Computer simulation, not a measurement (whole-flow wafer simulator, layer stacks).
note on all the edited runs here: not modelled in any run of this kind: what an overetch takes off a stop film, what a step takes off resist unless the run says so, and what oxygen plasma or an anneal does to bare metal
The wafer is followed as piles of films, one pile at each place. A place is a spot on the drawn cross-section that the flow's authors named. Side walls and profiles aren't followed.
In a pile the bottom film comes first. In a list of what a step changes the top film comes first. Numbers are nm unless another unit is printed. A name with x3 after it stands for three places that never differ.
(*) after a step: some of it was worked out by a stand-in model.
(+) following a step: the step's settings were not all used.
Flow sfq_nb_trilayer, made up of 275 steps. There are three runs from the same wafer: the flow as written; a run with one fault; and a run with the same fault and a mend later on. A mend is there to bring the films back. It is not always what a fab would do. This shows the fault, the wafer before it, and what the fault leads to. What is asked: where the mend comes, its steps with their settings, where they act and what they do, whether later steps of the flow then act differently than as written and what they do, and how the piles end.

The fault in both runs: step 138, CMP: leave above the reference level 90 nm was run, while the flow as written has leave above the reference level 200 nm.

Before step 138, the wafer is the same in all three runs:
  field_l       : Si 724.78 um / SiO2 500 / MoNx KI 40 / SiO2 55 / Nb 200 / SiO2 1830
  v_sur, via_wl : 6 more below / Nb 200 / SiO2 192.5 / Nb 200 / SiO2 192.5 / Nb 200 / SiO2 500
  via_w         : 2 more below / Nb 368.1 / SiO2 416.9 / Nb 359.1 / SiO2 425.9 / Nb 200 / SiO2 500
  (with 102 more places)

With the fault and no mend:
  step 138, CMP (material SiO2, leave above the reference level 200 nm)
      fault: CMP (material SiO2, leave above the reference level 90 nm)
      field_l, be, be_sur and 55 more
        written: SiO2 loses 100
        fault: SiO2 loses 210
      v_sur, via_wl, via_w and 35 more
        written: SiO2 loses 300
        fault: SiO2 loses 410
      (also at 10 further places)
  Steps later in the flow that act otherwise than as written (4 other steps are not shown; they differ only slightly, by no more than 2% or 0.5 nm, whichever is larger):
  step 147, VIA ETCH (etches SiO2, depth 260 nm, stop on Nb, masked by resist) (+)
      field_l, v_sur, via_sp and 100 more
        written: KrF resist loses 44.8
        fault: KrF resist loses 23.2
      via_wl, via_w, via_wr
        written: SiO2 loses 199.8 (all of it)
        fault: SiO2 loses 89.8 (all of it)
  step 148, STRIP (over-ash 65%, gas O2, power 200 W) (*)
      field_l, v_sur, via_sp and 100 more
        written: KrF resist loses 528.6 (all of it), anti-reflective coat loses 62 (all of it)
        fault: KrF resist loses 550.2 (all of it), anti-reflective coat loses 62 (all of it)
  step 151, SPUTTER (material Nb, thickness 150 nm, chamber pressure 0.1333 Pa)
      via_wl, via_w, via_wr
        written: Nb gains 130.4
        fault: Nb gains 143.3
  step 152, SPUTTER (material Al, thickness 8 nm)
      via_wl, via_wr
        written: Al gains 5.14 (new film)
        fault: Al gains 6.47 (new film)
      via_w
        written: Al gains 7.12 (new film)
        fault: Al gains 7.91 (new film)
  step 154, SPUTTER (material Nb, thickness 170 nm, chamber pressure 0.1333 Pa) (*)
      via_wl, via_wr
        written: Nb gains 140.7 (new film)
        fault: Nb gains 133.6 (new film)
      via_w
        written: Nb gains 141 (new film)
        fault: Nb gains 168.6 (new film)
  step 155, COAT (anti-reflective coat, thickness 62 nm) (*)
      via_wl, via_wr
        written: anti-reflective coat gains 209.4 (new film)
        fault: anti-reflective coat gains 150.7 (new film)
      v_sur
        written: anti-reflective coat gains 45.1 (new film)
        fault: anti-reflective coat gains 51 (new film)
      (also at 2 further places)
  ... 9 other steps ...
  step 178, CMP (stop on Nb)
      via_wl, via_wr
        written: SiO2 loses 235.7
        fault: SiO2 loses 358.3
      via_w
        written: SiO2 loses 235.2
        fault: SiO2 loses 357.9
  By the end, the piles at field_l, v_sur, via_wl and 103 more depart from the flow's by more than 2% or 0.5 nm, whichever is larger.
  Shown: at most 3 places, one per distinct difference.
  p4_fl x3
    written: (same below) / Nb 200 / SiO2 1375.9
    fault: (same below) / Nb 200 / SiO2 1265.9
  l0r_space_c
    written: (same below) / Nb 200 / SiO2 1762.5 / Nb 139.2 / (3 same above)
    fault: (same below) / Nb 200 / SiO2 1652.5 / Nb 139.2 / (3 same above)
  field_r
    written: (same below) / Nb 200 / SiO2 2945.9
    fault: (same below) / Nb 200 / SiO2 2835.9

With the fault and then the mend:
  After step 139 comes the mend.
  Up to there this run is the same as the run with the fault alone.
  step 139a, PECVD (material SiO2, thickness 110 nm, 150 C, 24.44 s, RF power 183.3 W, pressure 2.4 Torr, precursor SiH4/N2O) (the flow's step 137 again, with other settings)
      field_l, v_sur, via_wl and 103 more
        SiO2 gains 110
  Every later step of the flow that is run acts as written, at every place that is followed, to within 2% or 0.5 nm, whichever is larger.
  The piles end the same as the flow's at every place that both follow.
